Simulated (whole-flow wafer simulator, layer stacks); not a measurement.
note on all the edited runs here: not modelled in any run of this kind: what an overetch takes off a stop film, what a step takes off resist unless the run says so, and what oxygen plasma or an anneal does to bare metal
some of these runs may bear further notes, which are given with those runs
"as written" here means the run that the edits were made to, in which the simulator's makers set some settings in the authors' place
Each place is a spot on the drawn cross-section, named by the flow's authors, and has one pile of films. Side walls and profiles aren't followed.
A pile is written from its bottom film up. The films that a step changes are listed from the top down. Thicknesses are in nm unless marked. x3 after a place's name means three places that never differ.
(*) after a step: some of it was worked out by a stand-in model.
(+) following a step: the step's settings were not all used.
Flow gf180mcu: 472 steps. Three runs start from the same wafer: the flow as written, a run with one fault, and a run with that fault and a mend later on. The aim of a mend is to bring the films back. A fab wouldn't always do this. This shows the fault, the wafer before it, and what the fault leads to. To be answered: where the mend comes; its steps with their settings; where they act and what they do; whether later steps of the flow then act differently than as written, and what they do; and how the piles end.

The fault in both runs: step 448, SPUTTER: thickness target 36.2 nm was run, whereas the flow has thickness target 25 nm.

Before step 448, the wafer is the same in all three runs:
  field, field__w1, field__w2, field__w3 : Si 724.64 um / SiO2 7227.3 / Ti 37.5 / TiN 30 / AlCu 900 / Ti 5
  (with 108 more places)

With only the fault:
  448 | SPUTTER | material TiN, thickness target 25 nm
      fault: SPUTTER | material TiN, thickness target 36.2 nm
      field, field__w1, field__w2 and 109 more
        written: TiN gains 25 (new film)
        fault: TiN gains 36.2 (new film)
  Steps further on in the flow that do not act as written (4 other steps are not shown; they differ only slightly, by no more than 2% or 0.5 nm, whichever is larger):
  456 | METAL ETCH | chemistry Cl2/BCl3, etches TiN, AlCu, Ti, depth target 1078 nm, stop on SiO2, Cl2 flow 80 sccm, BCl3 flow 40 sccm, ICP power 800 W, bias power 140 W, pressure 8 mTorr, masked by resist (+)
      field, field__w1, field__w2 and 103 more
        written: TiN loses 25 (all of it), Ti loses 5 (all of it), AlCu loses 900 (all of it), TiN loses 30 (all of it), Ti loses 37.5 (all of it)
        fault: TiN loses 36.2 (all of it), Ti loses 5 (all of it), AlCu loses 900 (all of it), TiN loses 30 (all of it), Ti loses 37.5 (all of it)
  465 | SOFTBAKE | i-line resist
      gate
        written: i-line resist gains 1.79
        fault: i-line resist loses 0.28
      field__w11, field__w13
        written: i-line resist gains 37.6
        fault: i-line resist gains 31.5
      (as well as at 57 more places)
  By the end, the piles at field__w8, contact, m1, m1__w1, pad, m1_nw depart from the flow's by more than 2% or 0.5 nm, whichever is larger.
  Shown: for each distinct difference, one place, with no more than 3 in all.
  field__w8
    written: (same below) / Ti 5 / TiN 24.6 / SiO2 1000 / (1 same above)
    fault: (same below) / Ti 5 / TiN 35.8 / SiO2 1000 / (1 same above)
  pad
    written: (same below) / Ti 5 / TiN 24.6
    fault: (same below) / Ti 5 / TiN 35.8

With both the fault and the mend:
  After step 455 comes the mend.
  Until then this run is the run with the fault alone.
  455a | STRIP | chemistry O2/N2, power 2160 W, pressure 1700 mTorr (*)
      field__w8, contact, m1, m1__w1, pad, m1_nw
        resist loses 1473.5 (all of it)
  455b | METAL ETCH | chemistry Cl2/BCl3, etches TiN, AlCu, Ti, depth target 11.2 nm, Cl2 flow 80 sccm, BCl3 flow 40 sccm, ICP power 800 W, bias power 140 W, pressure 8 mTorr (a further turn of the flow's step 260, with different settings)
      field, field__w1, field__w2 and 109 more
        TiN loses 11.2
  455c | HMDS | 120 C, 60 s (a further turn of the flow's step 450)
      leaves every film unchanged at each place that is followed
  455d | COAT | resist, thickness 1500 nm (a further turn of the flow's step 451)
      field, field__w1, field__w2 and 109 more
        resist gains 1500 (new film)
  455e | SOFTBAKE | resist (a further turn of the flow's step 452)
      leaves every film unchanged at each place that is followed
  455f | EXPOSE | photomask MetalTop (a further turn of the flow's step 453)
      leaves every film unchanged at each place that is followed
  455g | PEB | resist, 70.3 s (a further turn of the flow's step 454)
      field, field__w1, field__w2 and 109 more
        resist loses 26.5
  455h | DEVELOP | thickness 1500 nm, 60 s (a further turn of the flow's step 455)
      field, field__w1, field__w2 and 103 more
        resist loses 1473.5 (all of it)
  Later steps of the flow that are run all act as written at every place that is followed.
  At every place that both follow, the piles at the end match the flow's.
